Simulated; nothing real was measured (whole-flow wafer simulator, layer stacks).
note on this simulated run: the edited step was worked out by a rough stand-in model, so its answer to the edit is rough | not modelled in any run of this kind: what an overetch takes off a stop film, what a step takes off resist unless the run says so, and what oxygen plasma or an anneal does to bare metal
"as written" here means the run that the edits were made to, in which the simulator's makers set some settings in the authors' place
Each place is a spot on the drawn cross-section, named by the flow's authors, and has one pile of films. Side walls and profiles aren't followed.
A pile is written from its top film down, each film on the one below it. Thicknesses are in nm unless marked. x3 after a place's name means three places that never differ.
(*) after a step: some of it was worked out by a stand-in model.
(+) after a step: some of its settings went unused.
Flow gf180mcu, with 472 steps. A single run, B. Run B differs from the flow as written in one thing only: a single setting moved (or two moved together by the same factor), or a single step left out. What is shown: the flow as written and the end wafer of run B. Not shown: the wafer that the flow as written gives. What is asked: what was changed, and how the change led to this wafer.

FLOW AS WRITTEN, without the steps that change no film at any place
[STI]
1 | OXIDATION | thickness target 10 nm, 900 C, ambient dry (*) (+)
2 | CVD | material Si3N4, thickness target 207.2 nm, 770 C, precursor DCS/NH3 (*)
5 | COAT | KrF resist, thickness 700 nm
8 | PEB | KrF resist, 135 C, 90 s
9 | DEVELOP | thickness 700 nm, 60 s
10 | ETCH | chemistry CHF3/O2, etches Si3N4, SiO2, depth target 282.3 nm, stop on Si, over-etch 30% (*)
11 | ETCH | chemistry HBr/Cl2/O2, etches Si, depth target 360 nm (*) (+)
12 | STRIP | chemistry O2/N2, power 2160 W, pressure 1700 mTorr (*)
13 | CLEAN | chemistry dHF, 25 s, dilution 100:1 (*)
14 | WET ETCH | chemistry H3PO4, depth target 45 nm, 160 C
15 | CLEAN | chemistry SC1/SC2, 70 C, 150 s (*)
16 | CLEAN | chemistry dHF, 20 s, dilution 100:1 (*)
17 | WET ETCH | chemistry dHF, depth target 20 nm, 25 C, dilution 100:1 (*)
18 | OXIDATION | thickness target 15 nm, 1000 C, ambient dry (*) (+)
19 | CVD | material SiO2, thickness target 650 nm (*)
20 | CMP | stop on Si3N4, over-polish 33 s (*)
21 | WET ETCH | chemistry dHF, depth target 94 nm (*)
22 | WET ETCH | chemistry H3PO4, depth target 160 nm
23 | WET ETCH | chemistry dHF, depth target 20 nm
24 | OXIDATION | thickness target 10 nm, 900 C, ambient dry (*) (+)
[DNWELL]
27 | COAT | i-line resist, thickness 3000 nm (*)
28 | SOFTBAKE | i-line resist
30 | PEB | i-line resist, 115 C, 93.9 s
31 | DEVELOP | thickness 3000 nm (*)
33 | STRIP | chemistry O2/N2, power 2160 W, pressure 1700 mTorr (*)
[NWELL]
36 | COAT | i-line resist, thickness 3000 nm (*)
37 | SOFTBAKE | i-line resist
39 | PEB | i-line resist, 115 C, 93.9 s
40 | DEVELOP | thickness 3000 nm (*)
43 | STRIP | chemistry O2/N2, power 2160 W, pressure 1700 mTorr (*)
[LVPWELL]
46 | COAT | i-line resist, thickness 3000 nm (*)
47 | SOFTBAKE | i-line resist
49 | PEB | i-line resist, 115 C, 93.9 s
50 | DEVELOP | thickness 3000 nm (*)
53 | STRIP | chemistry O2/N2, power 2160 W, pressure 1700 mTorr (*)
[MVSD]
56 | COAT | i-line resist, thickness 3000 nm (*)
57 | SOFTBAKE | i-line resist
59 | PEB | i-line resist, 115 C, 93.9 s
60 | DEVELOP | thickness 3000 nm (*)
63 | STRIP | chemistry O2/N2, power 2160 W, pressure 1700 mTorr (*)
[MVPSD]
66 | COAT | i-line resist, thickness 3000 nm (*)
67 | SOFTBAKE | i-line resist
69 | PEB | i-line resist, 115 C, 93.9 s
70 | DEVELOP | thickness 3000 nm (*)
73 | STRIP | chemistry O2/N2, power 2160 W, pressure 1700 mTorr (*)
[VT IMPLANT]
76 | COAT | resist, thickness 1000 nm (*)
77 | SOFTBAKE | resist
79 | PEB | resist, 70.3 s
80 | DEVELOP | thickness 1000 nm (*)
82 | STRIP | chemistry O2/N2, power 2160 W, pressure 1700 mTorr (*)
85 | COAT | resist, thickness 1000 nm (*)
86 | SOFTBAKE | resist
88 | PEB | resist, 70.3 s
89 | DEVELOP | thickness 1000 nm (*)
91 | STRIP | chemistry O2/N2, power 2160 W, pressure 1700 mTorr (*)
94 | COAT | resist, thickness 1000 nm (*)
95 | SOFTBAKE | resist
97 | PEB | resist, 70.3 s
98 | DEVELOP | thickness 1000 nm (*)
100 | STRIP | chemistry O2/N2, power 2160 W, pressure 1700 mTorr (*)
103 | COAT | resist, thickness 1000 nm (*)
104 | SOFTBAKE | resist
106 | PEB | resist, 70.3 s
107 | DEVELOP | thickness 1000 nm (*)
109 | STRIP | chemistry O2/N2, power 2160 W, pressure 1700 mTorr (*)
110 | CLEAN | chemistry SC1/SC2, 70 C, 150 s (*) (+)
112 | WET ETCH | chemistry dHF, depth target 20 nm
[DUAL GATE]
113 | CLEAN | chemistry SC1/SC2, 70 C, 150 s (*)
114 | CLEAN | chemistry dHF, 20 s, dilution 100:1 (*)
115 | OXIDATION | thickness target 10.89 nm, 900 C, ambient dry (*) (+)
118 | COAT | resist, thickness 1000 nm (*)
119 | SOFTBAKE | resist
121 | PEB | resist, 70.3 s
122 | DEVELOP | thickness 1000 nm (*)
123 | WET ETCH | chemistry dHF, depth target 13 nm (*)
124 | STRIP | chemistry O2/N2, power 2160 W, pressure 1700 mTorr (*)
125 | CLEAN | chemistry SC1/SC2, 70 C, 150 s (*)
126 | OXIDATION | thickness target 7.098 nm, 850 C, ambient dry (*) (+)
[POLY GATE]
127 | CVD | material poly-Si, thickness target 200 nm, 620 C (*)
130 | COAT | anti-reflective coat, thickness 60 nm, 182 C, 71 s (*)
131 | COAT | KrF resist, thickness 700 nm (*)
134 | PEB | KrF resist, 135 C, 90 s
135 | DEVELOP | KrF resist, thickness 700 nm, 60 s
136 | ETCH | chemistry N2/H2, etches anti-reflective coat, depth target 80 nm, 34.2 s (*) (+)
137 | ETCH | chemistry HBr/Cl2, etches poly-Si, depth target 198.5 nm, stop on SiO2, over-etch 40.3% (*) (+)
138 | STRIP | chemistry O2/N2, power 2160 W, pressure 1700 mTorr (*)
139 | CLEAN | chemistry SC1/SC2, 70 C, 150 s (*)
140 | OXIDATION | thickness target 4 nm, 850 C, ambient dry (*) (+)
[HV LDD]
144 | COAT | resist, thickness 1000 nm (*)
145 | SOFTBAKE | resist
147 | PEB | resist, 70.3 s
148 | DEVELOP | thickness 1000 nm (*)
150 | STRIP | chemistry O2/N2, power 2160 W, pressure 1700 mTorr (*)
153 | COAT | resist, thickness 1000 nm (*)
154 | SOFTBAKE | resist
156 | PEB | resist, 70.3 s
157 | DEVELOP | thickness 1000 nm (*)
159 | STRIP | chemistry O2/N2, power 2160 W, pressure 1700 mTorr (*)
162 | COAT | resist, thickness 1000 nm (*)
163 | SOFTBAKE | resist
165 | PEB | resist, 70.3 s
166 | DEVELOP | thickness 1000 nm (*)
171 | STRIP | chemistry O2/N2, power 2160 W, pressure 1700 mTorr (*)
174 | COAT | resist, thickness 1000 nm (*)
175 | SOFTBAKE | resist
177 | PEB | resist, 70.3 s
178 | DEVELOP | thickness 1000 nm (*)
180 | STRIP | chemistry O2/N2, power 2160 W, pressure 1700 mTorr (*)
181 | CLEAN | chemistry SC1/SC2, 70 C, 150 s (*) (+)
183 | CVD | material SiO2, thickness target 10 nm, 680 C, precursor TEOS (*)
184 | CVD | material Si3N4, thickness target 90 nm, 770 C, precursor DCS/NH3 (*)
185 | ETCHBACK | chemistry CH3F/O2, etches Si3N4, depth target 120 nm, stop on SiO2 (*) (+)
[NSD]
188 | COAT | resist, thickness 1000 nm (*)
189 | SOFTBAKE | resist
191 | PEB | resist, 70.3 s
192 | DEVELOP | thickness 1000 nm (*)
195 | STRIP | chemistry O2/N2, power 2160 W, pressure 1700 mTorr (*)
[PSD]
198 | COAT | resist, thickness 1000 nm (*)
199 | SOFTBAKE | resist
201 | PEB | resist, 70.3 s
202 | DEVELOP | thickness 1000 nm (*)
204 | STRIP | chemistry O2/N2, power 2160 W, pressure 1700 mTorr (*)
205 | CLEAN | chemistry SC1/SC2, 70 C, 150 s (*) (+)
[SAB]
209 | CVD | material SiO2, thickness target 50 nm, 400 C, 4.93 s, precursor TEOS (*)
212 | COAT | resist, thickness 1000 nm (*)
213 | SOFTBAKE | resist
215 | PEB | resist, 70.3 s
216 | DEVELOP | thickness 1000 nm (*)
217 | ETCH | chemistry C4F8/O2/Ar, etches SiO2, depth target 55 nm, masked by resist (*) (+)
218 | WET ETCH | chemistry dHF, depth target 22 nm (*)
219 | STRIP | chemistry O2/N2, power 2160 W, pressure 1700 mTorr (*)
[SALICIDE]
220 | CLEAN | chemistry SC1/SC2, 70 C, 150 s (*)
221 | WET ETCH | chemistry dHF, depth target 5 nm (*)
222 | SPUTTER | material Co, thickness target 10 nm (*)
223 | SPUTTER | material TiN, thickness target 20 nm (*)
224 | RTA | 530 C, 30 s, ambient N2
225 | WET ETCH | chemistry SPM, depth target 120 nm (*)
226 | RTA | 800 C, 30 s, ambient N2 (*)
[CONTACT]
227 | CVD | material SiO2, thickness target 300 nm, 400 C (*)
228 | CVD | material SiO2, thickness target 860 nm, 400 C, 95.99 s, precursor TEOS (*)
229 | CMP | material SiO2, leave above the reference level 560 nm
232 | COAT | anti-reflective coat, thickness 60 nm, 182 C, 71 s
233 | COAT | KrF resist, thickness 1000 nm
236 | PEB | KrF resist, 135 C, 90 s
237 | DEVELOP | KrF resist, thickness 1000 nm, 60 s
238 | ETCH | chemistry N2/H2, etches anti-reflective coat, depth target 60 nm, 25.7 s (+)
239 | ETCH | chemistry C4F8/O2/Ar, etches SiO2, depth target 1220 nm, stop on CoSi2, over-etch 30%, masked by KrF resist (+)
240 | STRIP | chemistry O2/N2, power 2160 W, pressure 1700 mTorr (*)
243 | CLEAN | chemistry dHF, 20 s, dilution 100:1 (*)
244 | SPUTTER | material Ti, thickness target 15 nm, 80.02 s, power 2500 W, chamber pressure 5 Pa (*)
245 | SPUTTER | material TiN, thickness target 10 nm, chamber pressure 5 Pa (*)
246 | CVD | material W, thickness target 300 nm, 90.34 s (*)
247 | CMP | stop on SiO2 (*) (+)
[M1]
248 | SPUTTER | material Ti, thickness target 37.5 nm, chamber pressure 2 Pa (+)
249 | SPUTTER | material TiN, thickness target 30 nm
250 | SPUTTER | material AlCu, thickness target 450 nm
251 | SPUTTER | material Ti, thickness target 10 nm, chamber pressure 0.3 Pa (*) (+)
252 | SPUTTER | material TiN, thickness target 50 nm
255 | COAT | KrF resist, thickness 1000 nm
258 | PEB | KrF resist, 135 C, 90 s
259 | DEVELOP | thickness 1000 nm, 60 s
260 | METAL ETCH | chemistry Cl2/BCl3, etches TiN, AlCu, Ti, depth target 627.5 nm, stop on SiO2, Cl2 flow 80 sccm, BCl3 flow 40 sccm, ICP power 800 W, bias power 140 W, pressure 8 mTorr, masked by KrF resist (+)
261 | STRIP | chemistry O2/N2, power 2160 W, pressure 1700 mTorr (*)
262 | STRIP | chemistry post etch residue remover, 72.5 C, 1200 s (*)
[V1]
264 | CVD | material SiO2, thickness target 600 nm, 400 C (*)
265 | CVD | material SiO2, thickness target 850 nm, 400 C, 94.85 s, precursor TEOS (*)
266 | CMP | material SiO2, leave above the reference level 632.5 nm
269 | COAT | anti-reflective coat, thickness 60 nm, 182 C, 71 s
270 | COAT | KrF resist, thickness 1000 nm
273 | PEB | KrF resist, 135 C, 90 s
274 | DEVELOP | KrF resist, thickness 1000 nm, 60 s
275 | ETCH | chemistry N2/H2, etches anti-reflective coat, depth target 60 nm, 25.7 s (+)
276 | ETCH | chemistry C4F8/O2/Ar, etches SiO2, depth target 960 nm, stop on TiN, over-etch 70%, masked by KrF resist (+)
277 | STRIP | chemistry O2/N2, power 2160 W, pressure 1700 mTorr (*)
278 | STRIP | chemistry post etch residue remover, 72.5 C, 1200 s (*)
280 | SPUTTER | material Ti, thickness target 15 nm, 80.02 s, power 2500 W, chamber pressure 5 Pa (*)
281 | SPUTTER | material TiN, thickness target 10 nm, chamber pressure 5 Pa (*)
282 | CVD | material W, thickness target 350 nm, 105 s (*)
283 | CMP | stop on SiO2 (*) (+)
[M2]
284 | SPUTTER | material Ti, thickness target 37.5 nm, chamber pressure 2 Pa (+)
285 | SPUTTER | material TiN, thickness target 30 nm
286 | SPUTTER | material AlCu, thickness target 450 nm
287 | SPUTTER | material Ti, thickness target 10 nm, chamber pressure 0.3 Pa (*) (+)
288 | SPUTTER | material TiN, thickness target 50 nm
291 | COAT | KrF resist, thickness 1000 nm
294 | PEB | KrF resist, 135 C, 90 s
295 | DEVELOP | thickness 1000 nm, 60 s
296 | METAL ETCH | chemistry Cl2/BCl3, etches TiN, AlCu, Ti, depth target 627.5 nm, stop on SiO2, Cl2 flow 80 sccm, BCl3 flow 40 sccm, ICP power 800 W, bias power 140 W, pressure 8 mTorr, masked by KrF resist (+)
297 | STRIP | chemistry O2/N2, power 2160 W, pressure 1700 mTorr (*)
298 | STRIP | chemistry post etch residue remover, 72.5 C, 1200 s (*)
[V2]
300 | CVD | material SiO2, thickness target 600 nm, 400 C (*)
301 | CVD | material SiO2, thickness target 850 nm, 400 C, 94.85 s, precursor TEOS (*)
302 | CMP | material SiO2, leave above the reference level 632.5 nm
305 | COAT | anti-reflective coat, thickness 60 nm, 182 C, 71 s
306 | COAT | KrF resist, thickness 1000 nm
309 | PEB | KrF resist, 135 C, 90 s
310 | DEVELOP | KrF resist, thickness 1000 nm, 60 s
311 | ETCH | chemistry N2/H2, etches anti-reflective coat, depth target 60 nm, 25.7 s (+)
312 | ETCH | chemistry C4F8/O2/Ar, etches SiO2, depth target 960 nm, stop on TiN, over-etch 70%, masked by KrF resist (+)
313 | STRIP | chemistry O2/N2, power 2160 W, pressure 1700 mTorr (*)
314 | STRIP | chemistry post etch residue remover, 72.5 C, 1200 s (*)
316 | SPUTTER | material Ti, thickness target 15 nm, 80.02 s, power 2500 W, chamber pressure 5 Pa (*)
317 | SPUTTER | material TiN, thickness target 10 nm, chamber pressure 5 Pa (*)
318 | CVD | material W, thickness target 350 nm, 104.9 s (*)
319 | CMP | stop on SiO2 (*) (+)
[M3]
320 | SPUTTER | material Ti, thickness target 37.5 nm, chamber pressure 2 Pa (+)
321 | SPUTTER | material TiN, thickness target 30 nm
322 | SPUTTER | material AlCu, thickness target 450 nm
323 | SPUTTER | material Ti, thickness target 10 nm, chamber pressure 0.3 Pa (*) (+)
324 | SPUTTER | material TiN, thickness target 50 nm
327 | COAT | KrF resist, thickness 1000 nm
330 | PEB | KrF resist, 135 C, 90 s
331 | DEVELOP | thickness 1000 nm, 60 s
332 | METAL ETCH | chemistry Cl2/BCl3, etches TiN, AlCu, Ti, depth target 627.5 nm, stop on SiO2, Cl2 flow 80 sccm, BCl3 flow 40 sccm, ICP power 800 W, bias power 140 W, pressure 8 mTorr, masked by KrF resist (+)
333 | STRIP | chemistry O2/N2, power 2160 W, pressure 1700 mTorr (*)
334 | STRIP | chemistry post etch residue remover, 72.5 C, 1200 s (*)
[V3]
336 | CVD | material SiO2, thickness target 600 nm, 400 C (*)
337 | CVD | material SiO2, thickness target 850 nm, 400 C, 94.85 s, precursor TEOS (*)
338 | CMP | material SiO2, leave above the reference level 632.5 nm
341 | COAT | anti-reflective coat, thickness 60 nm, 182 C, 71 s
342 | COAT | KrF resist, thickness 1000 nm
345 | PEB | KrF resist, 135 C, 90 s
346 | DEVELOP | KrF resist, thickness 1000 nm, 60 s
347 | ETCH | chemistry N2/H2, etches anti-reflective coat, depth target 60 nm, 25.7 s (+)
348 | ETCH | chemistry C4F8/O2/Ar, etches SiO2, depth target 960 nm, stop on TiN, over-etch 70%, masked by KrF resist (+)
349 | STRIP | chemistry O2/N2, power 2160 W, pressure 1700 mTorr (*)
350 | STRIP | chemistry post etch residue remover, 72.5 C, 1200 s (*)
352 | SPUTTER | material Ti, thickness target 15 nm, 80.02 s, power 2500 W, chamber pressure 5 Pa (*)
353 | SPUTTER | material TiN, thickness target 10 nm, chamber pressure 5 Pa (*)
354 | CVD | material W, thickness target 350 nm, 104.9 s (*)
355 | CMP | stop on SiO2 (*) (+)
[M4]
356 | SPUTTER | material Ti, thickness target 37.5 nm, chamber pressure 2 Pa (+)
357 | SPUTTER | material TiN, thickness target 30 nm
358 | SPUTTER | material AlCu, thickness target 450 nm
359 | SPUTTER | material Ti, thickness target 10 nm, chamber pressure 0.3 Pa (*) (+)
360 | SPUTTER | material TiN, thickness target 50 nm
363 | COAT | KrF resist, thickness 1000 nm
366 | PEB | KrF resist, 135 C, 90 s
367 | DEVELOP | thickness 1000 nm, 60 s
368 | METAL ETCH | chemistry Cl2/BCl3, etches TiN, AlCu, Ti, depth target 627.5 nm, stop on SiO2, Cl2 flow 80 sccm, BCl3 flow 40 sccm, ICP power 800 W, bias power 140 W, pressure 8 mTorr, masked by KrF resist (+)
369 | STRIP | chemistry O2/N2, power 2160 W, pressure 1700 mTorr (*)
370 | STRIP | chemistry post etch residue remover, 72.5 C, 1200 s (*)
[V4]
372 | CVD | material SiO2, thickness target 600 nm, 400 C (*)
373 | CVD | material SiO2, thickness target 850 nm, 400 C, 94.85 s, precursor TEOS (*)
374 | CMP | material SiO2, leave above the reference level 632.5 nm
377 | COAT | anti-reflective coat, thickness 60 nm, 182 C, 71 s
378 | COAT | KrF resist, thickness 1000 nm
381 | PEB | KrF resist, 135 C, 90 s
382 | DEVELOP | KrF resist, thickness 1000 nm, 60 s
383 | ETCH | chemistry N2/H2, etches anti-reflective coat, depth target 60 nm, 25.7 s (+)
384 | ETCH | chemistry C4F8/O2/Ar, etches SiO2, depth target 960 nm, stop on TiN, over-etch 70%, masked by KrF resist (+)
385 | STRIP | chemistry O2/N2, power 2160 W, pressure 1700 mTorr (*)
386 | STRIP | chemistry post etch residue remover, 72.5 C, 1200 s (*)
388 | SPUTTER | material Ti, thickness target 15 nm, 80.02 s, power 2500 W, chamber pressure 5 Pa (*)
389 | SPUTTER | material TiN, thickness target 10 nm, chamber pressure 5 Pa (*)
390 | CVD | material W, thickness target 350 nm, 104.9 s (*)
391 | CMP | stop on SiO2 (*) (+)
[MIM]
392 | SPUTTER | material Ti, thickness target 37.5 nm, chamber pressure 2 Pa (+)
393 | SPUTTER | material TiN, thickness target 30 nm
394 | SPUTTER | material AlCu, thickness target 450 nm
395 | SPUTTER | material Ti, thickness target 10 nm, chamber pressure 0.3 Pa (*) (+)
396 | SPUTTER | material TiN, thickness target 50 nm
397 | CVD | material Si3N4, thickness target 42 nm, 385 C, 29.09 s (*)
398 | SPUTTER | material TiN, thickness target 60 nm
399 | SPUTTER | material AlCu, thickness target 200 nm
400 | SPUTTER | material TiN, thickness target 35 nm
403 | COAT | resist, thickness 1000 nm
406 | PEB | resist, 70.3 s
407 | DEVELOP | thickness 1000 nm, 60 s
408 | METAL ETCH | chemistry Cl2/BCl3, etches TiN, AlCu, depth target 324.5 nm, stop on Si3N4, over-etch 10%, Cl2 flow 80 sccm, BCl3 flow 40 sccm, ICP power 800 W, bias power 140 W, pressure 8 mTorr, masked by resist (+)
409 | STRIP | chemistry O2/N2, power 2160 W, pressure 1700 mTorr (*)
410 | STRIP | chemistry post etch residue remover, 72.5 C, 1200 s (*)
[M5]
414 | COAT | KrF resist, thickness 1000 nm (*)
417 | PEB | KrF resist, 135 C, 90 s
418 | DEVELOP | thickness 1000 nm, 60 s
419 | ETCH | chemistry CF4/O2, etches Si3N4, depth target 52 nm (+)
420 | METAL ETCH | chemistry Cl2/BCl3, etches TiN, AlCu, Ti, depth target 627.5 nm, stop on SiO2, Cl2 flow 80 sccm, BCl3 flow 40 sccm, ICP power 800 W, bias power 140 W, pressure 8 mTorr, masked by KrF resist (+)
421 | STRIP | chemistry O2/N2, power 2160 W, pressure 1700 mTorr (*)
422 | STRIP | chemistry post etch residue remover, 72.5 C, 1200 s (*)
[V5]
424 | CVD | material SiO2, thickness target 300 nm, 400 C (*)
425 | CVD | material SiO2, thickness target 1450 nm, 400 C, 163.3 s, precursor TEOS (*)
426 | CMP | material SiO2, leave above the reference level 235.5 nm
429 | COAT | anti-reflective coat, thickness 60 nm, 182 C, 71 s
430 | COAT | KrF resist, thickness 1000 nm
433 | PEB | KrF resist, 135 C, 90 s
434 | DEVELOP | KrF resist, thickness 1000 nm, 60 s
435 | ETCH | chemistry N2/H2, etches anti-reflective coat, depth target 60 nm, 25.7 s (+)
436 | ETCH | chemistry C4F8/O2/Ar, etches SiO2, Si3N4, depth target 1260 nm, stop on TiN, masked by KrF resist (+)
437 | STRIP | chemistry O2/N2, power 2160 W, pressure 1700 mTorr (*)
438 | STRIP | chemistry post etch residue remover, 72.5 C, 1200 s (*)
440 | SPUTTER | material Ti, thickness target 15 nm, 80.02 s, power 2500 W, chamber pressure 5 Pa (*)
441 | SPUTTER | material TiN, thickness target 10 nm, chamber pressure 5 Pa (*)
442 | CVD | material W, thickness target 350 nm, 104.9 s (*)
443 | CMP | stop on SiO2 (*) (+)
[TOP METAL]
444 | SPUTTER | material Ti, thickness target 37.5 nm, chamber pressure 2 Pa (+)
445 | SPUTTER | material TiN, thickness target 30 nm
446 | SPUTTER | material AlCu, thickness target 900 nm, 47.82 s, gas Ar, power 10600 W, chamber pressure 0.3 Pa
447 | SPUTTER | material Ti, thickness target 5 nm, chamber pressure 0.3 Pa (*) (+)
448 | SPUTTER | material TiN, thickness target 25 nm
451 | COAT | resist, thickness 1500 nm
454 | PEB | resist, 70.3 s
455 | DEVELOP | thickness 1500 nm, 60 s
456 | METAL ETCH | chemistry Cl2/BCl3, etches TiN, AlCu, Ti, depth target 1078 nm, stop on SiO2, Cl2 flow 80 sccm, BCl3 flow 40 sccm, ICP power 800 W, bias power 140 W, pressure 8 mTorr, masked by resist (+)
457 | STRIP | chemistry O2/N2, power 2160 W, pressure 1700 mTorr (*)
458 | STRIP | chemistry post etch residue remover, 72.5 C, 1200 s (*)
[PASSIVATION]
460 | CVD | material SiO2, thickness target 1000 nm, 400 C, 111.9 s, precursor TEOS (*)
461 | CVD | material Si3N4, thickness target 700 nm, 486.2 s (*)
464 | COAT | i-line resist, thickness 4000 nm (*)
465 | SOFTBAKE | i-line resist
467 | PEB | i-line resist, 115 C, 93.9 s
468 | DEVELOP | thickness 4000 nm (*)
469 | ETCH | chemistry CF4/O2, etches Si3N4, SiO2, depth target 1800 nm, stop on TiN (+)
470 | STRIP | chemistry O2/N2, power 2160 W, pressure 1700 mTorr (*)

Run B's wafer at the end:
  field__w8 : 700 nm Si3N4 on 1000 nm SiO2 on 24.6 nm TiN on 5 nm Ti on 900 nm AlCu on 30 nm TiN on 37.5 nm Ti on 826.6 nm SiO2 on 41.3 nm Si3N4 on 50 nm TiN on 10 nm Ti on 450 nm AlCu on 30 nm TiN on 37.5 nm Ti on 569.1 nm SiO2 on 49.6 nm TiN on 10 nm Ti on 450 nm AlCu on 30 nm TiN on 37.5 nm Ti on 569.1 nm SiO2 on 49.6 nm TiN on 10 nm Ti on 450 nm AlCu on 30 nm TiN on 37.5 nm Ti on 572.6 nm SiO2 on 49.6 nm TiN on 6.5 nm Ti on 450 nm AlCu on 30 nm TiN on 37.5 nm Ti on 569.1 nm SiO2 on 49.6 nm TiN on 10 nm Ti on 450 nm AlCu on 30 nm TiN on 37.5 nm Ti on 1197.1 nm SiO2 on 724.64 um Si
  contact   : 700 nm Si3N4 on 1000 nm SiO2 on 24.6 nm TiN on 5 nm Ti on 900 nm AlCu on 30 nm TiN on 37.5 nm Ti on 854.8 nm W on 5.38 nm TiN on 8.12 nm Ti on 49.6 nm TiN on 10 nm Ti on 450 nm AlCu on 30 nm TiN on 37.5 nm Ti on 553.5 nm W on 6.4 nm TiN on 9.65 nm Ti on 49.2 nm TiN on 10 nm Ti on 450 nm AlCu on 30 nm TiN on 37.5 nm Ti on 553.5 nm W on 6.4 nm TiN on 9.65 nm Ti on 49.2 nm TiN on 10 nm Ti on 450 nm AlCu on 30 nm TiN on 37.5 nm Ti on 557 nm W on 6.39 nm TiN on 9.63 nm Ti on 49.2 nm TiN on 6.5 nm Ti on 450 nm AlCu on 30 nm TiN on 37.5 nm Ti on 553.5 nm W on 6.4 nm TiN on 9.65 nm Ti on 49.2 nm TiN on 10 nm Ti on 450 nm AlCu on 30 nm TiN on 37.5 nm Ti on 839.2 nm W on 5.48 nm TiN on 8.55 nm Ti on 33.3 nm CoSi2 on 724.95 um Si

What caused this: step 287, SPUTTER: thickness target 6.5 nm was run, while the flow as written has thickness target 10 nm.
One can read it off the wafer: field__w8 has Ti 6.5, and step 287 as written asks for 10 nm.

The path from the change to this, step by step:
  287 | SPUTTER | material Ti, thickness target 10 nm, chamber pressure 0.3 Pa (*) (+)
      field, field__w1, field__w2 and 108 more: Ti gains 6.5 (new film) (in the flow as written it would be: Ti gains 10 (new film))
  296 | METAL ETCH | chemistry Cl2/BCl3, etches TiN, AlCu, Ti, depth target 627.5 nm, stop on SiO2, Cl2 flow 80 sccm, BCl3 flow 40 sccm, ICP power 800 W, bias power 140 W, pressure 8 mTorr, masked by KrF resist (+)
      field, field__w1, field__w2 and 103 more: TiN loses 50 (all of it), Ti loses 6.5 (all of it), AlCu loses 450 (all of it), TiN loses 30 (all of it), Ti loses 37.5 (all of it) (in the flow as written it would be: TiN loses 50 (all of it), Ti loses 10 (all of it), AlCu loses 450 (all of it), TiN loses 30 (all of it), Ti loses 37.5 (all of it))
